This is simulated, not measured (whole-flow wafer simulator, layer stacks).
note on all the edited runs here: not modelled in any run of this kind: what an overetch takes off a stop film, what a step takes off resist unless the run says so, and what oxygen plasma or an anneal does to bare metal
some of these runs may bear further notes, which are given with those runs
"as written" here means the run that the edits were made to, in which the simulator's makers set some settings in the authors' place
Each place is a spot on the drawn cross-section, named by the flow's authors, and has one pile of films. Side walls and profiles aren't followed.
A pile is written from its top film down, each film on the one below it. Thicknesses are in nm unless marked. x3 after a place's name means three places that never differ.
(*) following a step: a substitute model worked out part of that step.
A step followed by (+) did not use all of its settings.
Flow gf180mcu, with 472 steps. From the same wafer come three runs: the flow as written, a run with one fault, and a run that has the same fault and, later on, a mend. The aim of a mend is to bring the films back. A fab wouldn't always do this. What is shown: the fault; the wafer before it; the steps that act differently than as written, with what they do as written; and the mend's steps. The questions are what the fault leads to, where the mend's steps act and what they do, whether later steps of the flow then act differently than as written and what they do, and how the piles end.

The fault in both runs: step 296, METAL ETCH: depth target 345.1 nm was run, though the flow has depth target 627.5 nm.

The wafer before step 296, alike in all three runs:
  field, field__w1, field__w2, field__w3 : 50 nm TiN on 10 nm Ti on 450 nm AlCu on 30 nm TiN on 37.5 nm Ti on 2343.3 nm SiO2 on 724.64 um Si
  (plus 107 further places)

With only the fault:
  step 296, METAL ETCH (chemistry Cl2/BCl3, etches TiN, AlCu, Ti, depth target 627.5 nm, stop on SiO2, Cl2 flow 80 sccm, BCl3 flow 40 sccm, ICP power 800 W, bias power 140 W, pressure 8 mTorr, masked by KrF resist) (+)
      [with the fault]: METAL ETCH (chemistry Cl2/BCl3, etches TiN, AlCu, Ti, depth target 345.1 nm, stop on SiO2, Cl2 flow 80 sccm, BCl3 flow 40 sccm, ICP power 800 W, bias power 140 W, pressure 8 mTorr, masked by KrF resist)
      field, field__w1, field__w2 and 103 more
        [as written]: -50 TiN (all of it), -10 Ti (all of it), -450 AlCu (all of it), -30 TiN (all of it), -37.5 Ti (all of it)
        [with the fault]: -50 TiN (all of it), -10 Ti (all of it), -285.1 AlCu
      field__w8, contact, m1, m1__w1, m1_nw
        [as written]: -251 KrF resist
        [with the fault]: -138 KrF resist
  Later steps of the flow acting differently than as written:
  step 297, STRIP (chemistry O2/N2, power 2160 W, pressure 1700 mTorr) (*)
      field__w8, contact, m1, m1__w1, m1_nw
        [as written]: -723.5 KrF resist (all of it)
        [with the fault]: -836.5 KrF resist (all of it)
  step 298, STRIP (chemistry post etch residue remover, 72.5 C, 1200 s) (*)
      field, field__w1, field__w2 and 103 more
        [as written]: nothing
        [with the fault]: -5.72 AlCu
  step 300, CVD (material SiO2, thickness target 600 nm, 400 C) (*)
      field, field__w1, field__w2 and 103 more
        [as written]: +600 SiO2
        [with the fault]: +600 SiO2 (new film)
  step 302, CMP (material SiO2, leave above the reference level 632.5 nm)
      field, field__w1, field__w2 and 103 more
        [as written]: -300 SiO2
        [with the fault]: -526.7 SiO2
  At field, field__w1, field__w2 and 104 more, the piles at the end differ from the flow's by more than 2% or 0.5 nm, whichever is larger.
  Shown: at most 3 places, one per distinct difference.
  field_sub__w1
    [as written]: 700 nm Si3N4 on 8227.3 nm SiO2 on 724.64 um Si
    [with the fault]: 700 nm Si3N4 on 5657.3 nm SiO2 on 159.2 nm AlCu on 30 nm TiN on 37.5 nm Ti on 2343.2 nm SiO2 on 724.64 um Si
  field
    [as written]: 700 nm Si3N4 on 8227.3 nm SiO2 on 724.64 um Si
    [with the fault]: 700 nm Si3N4 on 5657.3 nm SiO2 on 159.2 nm AlCu on 30 nm TiN on 37.5 nm Ti on 2343.3 nm SiO2 on 724.64 um Si
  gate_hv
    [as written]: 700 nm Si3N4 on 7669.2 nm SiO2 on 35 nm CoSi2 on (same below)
    [with the fault]: 700 nm Si3N4 on 5657.3 nm SiO2 on 159.2 nm AlCu on 30 nm TiN on 37.5 nm Ti on 1785.1 nm SiO2 on 35 nm CoSi2 on (same below)

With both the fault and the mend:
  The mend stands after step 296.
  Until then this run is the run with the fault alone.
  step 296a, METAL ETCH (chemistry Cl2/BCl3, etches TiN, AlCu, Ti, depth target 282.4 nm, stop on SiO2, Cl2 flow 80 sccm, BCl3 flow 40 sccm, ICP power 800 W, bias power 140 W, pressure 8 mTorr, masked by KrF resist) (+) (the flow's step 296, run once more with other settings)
      field, field__w1, field__w2 and 103 more
        -164.9 AlCu (all of it), -30 TiN (all of it), -37.5 Ti (all of it)
      field__w8, contact, m1, m1__w1, m1_nw
        -113 KrF resist
  Later steps of the flow that are run all act as written at every place that is followed.
  By the end, the piles equal the flow's at every place that both follow.
